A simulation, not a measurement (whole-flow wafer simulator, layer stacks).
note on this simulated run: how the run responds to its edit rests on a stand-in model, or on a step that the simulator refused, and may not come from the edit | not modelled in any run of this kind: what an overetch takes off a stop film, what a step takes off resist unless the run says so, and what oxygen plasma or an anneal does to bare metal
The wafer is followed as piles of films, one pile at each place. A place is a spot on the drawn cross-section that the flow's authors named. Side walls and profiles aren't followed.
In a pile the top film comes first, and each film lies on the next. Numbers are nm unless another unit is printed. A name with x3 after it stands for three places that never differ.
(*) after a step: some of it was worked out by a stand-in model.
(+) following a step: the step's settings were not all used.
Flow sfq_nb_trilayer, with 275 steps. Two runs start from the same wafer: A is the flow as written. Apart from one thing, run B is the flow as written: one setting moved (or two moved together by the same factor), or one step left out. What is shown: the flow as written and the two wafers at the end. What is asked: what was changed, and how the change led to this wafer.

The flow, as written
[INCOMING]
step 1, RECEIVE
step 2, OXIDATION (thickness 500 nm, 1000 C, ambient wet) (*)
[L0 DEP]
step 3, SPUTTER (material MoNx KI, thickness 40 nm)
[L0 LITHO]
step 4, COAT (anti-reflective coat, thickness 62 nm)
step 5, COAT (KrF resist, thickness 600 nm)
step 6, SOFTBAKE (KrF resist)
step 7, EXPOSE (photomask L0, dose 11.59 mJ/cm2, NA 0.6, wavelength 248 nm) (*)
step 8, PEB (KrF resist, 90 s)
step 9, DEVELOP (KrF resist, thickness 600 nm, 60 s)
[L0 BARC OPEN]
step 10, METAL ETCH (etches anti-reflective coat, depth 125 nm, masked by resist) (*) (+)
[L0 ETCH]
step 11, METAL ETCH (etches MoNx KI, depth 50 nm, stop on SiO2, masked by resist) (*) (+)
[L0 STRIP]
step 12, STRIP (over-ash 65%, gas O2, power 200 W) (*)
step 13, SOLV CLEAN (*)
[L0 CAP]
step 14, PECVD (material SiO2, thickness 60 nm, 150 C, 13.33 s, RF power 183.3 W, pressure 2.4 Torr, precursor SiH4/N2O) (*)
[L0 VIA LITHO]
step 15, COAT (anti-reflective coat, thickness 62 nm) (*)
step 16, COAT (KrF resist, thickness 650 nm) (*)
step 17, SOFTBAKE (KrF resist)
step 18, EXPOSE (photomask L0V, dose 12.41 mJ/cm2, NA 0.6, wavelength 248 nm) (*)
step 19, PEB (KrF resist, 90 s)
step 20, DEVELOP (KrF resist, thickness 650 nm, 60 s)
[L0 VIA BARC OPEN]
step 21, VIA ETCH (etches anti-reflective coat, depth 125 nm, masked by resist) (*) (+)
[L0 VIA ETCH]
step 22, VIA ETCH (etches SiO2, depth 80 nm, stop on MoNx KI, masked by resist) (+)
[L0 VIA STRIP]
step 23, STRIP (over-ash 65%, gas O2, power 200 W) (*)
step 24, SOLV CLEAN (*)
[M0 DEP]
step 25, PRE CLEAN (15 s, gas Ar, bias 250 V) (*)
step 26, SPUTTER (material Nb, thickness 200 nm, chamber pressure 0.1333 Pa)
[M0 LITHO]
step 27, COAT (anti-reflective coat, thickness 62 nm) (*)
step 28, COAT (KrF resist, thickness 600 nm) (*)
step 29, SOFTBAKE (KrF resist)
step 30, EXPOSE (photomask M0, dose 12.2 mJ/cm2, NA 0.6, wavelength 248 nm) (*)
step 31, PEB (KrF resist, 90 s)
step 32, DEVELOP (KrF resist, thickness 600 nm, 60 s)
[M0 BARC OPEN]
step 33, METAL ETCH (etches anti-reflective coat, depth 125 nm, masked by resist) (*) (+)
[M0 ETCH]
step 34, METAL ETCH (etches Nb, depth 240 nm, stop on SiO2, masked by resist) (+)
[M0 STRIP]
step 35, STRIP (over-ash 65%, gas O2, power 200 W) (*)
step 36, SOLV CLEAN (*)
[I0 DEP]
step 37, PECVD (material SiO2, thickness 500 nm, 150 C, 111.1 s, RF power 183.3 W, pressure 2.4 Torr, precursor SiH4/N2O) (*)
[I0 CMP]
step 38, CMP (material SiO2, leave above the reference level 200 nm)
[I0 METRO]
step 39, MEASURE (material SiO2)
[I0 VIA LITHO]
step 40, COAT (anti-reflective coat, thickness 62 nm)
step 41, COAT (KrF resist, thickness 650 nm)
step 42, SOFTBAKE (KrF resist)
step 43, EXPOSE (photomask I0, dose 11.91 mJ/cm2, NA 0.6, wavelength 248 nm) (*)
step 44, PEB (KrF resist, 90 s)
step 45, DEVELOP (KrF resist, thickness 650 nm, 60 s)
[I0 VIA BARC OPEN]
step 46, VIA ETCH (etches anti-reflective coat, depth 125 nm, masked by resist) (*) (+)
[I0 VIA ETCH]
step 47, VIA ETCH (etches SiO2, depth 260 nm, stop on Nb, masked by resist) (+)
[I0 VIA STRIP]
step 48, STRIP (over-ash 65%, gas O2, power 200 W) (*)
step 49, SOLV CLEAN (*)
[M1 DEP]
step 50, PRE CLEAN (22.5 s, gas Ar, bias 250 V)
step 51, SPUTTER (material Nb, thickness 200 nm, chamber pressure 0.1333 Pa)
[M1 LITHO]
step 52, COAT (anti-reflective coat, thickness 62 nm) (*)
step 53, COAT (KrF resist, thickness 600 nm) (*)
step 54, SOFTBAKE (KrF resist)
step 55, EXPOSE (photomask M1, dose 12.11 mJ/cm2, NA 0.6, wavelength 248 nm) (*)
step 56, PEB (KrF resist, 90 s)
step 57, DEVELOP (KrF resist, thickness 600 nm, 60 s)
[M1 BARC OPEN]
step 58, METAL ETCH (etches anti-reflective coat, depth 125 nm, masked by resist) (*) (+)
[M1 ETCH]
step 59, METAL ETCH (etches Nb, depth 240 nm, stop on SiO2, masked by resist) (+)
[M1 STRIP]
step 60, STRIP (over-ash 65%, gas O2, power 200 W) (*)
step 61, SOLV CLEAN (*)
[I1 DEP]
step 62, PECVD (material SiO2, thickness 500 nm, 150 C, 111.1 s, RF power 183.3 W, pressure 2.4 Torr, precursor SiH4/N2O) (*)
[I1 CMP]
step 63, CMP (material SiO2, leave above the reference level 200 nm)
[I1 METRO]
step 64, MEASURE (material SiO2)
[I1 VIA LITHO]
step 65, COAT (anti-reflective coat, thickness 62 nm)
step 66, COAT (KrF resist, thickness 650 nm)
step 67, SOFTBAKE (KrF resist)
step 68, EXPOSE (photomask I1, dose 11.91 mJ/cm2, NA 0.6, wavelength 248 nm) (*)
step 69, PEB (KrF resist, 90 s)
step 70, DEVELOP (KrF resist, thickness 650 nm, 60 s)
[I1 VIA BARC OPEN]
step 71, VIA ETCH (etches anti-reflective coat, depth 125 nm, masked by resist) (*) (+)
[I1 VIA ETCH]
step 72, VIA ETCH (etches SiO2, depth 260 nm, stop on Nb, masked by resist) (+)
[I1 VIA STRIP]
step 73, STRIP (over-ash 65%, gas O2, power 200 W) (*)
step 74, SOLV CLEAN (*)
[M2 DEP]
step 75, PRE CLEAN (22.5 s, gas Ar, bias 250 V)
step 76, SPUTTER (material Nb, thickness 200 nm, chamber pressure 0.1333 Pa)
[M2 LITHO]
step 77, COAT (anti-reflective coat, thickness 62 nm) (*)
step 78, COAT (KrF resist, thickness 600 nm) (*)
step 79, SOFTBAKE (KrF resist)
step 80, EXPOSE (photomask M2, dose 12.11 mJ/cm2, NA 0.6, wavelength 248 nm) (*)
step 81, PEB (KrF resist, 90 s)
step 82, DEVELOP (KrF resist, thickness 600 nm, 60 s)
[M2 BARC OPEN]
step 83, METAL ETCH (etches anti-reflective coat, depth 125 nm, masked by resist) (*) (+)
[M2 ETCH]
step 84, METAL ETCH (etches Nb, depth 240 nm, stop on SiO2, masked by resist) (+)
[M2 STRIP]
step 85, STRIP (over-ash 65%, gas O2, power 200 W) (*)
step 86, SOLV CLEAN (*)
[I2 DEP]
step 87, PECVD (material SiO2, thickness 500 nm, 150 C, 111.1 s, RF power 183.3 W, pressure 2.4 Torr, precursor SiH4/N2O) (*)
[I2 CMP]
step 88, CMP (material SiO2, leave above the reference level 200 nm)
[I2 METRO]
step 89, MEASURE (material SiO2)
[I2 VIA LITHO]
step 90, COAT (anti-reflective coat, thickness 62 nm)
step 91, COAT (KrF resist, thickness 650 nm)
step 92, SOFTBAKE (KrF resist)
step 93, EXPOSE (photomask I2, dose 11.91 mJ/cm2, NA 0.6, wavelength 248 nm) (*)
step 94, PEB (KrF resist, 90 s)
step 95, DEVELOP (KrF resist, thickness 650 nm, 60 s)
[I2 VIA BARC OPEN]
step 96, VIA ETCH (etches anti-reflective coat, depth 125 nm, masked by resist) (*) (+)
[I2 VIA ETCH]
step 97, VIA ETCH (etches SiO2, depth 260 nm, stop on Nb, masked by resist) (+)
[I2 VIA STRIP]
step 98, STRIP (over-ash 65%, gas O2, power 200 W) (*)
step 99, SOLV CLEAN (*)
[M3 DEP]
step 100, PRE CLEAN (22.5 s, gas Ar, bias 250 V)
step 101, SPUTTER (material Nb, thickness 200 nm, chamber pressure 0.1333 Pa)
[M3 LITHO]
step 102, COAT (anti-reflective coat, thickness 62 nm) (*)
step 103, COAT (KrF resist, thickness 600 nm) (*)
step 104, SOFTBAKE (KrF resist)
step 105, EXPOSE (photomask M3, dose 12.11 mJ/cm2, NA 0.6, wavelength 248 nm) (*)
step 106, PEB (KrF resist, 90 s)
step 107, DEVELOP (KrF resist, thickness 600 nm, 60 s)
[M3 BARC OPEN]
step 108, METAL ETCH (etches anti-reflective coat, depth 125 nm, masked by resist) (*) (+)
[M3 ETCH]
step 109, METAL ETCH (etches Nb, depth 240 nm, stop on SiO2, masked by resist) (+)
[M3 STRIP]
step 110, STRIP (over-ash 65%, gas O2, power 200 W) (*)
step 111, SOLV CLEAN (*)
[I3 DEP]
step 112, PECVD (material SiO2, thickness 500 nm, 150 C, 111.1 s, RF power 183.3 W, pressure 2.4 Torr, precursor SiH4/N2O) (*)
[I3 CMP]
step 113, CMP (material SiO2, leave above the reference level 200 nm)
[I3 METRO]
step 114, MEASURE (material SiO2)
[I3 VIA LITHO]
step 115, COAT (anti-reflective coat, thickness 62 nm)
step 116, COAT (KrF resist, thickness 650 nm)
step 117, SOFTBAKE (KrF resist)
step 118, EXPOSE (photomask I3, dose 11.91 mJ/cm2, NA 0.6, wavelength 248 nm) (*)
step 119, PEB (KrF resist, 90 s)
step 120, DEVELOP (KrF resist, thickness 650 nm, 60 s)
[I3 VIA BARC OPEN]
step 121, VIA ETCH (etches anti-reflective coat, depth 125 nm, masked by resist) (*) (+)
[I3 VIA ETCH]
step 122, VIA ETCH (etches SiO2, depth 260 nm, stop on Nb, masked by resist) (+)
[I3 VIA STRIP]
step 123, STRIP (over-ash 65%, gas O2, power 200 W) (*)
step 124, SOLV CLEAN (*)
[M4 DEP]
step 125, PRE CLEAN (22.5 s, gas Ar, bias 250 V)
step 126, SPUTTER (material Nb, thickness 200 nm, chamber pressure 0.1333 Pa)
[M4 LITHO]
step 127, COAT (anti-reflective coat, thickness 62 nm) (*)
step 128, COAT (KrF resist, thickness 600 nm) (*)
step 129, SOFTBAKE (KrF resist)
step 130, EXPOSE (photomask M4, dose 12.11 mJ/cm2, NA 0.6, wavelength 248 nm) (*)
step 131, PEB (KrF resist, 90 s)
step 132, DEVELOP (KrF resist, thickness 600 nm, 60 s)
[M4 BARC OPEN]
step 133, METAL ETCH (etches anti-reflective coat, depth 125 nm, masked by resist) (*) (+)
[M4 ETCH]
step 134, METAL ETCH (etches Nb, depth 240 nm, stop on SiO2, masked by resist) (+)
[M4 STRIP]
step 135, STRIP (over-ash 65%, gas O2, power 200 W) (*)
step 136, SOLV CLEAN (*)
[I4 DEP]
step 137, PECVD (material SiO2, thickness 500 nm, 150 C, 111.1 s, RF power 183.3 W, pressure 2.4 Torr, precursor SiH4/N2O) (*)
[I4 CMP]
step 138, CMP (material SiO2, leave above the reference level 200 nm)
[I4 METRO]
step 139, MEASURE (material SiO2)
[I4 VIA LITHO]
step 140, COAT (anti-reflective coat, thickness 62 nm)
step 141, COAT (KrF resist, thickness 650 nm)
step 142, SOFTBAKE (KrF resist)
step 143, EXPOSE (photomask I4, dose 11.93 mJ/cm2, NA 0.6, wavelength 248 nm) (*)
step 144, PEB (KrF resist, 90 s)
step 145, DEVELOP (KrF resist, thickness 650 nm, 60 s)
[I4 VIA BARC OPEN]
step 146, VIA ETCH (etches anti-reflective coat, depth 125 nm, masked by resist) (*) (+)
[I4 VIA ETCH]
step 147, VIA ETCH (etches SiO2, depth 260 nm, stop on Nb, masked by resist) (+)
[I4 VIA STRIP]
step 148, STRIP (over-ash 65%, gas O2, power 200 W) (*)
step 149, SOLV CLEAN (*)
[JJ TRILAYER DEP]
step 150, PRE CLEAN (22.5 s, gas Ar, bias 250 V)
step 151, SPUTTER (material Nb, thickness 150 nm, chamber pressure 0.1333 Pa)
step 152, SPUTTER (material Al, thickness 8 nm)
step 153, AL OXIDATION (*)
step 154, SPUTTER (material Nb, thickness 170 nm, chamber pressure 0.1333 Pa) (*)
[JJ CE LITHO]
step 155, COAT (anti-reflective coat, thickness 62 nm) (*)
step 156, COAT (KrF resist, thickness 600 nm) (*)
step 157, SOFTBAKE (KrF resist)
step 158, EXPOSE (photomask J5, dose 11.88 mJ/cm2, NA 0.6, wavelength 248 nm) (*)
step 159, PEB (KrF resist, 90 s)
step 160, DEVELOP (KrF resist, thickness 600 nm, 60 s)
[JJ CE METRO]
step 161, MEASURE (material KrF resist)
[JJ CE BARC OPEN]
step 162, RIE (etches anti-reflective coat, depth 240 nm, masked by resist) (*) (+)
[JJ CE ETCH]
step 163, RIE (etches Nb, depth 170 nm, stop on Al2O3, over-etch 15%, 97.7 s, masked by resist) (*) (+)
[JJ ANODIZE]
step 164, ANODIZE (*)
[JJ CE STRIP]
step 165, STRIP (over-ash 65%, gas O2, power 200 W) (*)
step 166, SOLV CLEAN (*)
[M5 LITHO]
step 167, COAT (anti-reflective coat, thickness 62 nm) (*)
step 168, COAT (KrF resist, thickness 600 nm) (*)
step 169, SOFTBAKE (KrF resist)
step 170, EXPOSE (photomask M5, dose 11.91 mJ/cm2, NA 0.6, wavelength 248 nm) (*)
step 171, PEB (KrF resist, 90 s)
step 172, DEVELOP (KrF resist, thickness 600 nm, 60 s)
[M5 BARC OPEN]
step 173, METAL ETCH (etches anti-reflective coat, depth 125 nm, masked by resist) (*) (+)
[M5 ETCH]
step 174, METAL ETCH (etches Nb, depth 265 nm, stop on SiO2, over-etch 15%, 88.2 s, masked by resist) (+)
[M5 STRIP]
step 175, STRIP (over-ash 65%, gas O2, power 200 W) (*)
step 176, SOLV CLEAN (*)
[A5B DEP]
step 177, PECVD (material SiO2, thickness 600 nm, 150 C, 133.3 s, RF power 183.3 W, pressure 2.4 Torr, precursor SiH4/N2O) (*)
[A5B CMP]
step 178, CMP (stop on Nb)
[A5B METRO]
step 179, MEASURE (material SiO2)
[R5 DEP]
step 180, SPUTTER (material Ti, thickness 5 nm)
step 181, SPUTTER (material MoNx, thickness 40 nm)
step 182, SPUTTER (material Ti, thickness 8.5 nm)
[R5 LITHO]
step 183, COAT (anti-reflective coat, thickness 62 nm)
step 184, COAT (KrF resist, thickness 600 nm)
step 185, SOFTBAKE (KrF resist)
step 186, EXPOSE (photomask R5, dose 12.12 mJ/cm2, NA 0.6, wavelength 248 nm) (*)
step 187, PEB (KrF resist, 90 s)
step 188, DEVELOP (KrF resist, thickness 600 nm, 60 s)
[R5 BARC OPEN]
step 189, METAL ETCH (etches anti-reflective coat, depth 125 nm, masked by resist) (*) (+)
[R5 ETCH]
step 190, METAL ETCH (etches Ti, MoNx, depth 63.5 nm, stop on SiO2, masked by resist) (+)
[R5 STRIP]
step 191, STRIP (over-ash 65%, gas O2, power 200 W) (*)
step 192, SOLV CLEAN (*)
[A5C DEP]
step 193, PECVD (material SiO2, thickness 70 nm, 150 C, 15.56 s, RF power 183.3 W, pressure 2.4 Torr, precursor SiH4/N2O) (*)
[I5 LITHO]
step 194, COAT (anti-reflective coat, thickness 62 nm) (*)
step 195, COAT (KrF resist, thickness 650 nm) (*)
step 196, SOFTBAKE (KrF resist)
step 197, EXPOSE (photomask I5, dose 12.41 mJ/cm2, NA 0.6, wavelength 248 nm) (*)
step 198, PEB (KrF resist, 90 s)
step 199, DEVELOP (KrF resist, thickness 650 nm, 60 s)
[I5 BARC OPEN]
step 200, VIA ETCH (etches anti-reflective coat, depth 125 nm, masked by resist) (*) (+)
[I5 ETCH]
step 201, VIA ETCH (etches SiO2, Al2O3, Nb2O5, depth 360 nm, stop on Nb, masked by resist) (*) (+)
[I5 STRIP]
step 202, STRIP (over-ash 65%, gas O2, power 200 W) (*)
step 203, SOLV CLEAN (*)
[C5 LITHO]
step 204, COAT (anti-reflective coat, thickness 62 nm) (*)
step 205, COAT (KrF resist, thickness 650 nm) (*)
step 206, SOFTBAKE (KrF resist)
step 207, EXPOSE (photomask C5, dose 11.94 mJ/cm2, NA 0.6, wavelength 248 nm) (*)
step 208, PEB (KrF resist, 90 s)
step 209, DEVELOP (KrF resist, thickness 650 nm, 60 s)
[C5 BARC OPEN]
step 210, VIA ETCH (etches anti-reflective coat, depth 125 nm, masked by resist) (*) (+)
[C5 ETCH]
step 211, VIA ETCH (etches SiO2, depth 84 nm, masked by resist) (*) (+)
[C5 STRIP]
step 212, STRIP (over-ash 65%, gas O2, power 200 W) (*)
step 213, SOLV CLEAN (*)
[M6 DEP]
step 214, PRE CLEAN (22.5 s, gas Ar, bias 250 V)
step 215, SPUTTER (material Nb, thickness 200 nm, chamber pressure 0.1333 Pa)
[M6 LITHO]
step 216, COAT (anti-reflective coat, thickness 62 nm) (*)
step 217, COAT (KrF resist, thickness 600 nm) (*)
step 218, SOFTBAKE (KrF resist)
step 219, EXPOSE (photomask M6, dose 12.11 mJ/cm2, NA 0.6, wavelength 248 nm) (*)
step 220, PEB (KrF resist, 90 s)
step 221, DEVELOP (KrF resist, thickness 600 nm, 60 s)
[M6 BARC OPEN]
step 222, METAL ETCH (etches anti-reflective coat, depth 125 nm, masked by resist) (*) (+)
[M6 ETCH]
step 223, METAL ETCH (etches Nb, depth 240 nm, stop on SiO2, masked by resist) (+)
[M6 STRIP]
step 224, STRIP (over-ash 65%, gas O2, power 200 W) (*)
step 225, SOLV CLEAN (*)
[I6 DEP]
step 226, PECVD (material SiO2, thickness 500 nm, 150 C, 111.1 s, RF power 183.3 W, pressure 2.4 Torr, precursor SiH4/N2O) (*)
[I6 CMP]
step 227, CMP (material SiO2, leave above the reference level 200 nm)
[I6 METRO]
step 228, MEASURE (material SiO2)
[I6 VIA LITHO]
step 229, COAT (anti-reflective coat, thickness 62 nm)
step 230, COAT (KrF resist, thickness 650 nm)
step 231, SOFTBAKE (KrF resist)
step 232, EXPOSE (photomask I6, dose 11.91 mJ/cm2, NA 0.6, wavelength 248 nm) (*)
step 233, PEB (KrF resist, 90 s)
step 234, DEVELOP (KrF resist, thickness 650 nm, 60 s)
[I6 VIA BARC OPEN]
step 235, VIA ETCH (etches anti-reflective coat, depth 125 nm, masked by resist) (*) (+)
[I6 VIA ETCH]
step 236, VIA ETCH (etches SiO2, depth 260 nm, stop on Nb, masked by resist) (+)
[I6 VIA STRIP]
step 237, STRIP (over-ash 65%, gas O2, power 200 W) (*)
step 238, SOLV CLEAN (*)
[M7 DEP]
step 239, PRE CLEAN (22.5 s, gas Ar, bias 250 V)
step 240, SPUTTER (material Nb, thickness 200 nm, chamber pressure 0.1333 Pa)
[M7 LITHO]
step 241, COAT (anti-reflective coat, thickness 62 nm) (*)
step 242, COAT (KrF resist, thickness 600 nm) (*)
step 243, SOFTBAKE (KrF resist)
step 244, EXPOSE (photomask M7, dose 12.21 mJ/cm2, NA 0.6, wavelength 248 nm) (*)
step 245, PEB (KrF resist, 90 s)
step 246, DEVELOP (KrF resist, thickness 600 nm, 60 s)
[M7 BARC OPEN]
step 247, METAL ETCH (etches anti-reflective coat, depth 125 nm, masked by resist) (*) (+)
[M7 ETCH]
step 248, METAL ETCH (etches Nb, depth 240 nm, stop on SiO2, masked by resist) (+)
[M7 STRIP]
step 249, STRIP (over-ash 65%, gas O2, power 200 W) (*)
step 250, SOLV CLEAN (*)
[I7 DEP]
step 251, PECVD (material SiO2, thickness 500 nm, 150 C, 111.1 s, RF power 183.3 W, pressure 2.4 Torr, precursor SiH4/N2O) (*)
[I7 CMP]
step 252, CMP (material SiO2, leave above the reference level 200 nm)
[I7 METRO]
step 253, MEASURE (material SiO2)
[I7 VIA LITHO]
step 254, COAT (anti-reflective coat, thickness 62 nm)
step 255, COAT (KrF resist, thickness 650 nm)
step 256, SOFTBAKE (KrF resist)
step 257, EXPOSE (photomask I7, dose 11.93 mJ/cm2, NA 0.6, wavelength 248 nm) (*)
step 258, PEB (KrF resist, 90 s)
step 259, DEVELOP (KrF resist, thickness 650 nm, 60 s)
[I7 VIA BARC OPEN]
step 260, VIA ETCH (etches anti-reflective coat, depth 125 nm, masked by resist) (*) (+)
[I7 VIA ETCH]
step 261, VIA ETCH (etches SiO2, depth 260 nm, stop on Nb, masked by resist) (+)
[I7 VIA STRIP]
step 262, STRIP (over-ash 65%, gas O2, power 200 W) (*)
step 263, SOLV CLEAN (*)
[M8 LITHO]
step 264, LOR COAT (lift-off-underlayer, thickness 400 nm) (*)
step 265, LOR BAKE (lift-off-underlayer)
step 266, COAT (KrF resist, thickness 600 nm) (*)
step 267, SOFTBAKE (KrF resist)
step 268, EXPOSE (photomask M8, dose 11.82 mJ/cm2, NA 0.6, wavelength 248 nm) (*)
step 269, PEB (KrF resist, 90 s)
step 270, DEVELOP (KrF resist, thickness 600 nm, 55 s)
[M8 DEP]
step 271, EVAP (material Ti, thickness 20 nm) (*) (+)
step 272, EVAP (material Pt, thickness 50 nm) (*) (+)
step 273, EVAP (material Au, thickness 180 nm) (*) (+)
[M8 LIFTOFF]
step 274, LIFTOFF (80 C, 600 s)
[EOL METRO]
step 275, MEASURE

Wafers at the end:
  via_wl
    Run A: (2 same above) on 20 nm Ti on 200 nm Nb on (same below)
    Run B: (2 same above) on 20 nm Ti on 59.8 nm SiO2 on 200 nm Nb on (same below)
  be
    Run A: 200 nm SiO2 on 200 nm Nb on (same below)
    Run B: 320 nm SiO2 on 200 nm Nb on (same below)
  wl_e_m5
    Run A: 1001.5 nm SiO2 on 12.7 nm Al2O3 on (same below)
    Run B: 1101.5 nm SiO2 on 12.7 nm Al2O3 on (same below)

What caused this: step 252, CMP: leave above the reference level 320 nm was run, while the flow as written has leave above the reference level 200 nm.
One can read it off the wafer: be has SiO2 320, and step 252 as written asks for 200 nm.

How this came from the change, step by step:
  step 252, CMP (material SiO2, leave above the reference level 200 nm)
      field_l, p4_fl, p4_fm and 56 more: A -100 SiO2 | B nothing
      field_r, lsp_l: A -77.7 SiO2 | B nothing
      (as well as at 45 more places)
  step 254, COAT (anti-reflective coat, thickness 62 nm)
      m0r_space_l, m0r_space_r, m6r_space_l, m6r_space_r: A +62 anti-reflective coat (new film) | B +65 anti-reflective coat (new film)
      l0r_line_l, m5r_space_l, m5r_space_r: A +62 anti-reflective coat (new film) | B +63.8 anti-reflective coat (new film)
      (as well as at 25 more places)
  step 255, COAT (KrF resist, thickness 650 nm)
      lsp_l: A +650 KrF resist (new film) | B +666.9 KrF resist (new film)
  step 261, VIA ETCH (etches SiO2, depth 260 nm, stop on Nb, masked by resist) (+)
      via_wl, via_w, via_wr: A -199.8 SiO2 (all of it) | B -260 SiO2
  step 262, STRIP (over-ash 65%, gas O2, power 200 W) (*)
      m0r_space_l, m0r_space_r, m6r_space_l, m6r_space_r: A -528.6 KrF resist (all of it), -62 anti-reflective coat (all of it) | B -531.5 KrF resist (all of it), -65 anti-reflective coat (all of it)
      m5r_space_l, m5r_space_r: A -528.6 KrF resist (all of it), -62 anti-reflective coat (all of it) | B -531.5 KrF resist (all of it), -63.8 anti-reflective coat (all of it)
      (as well as at 26 more places)
  step 264, LOR COAT (lift-off-underlayer, thickness 400 nm) (*)
      v_sur: A +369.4 lift-off-underlayer (new film) | B +355.6 lift-off-underlayer (new film)
      via_wl: A +549.8 lift-off-underlayer (new film) | B +588.4 lift-off-underlayer (new film)
      (as well as at 10 more places)
  step 270, DEVELOP (KrF resist, thickness 600 nm, 55 s)
      v_sur: A -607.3 KrF resist (all of it), -369.4 lift-off-underlayer (all of it) | B -606.1 KrF resist (all of it), -355.6 lift-off-underlayer (all of it)
      via_wl: A -623.9 KrF resist (all of it), -549.8 lift-off-underlayer (all of it) | B -630 KrF resist (all of it), -588.4 lift-off-underlayer (all of it)
      (as well as at 3 more places)
  step 274, LIFTOFF (80 C, 600 s)
      moat: A -180 Au (all of it), -50 Pt (all of it), -20 Ti (all of it), -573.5 KrF resist (all of it), -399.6 lift-off-underlayer (all of it) | B -180 Au (all of it), -50 Pt (all of it), -20 Ti (all of it), -572 KrF resist (all of it), -390.6 lift-off-underlayer (all of it)
      field_r: A -180 Au (all of it), -50 Pt (all of it), -20 Ti (all of it), -573.5 KrF resist (all of it), -399.6 lift-off-underlayer (all of it) | B -180 Au (all of it), -50 Pt (all of it), -20 Ti (all of it), -577.1 KrF resist (all of it), -426.1 lift-off-underlayer (all of it)
      (as well as at 5 more places)
With metal films that touch counted as one body, via_wl has 8 bodies (between them, from the top down: SiO2 59.8; SiO2 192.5; SiO2 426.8 / Al2O3 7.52 / Nb2O5 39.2; SiO2 192.5; SiO2 192.5; SiO2 192.5; SiO2 192.5); the flow as written gives 7 bodies (between them, from the top down: SiO2 192.5; SiO2 426.8 / Al2O3 7.52 / Nb2O5 39.2; SiO2 192.5; SiO2 192.5; SiO2 192.5; SiO2 192.5).
